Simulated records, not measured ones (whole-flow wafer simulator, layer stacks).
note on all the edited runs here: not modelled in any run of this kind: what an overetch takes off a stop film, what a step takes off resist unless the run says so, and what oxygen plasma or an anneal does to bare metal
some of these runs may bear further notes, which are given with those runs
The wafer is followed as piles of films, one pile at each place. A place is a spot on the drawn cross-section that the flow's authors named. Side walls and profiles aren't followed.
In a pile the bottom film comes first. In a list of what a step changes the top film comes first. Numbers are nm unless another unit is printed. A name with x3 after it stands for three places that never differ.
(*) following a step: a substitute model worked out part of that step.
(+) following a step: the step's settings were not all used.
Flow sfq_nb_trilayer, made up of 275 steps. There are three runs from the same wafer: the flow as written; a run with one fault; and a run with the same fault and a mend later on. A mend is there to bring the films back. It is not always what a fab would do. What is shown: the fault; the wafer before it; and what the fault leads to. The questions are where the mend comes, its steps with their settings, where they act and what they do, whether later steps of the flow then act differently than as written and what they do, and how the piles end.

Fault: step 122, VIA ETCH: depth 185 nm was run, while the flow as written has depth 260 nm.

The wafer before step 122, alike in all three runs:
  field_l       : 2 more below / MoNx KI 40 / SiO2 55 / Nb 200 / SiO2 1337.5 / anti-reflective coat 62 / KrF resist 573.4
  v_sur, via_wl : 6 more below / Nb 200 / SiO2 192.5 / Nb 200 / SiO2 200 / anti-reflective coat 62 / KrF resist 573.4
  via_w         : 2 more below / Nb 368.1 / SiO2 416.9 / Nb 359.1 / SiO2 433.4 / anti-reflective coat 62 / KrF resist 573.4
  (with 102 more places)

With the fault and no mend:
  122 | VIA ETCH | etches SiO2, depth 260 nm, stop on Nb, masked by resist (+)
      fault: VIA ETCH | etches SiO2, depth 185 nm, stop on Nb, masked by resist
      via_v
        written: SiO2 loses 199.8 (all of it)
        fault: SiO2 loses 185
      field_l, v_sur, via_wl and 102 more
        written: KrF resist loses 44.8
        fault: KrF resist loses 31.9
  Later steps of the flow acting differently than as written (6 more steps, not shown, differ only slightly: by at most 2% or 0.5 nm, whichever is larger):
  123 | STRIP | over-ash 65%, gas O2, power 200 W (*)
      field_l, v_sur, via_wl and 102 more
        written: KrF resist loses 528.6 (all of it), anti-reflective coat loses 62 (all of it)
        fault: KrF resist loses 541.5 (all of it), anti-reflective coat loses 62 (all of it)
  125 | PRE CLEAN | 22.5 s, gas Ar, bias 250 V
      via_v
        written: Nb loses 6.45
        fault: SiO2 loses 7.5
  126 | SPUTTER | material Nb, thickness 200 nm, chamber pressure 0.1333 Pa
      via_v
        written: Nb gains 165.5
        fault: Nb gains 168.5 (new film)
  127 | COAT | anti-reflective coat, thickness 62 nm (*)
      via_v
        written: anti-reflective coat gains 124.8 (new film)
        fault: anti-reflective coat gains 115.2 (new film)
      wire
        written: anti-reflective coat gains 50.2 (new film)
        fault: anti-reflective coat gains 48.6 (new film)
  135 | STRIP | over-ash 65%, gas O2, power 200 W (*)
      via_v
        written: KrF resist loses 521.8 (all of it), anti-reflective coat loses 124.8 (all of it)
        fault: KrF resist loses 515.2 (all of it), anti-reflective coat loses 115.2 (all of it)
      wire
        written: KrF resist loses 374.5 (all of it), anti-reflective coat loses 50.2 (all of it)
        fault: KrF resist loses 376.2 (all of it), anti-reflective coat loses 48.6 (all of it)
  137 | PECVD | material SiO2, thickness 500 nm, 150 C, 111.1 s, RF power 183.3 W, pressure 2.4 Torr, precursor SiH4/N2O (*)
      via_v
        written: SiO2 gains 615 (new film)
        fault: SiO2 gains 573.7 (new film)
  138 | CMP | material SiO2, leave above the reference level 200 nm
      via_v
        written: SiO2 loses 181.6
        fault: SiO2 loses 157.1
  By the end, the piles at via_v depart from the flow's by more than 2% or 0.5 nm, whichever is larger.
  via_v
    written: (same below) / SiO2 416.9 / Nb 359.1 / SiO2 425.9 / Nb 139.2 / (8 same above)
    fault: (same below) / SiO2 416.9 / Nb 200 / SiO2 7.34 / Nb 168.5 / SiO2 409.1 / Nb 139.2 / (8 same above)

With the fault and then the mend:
  After step 122 comes the mend.
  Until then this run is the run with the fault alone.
  122a | VIA ETCH | etches SiO2, depth 75 nm, stop on Nb, masked by resist (+) (the flow's step 122 again, with other settings)
      field_l, v_sur, via_wl and 102 more
        KrF resist loses 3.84
      via_v
        SiO2 loses 14.8 (all of it)
  Every later step of the flow that is run acts as written, at every place that is followed, to within 2% or 0.5 nm, whichever is larger.
  The piles end the same as the flow's at every place that both follow.
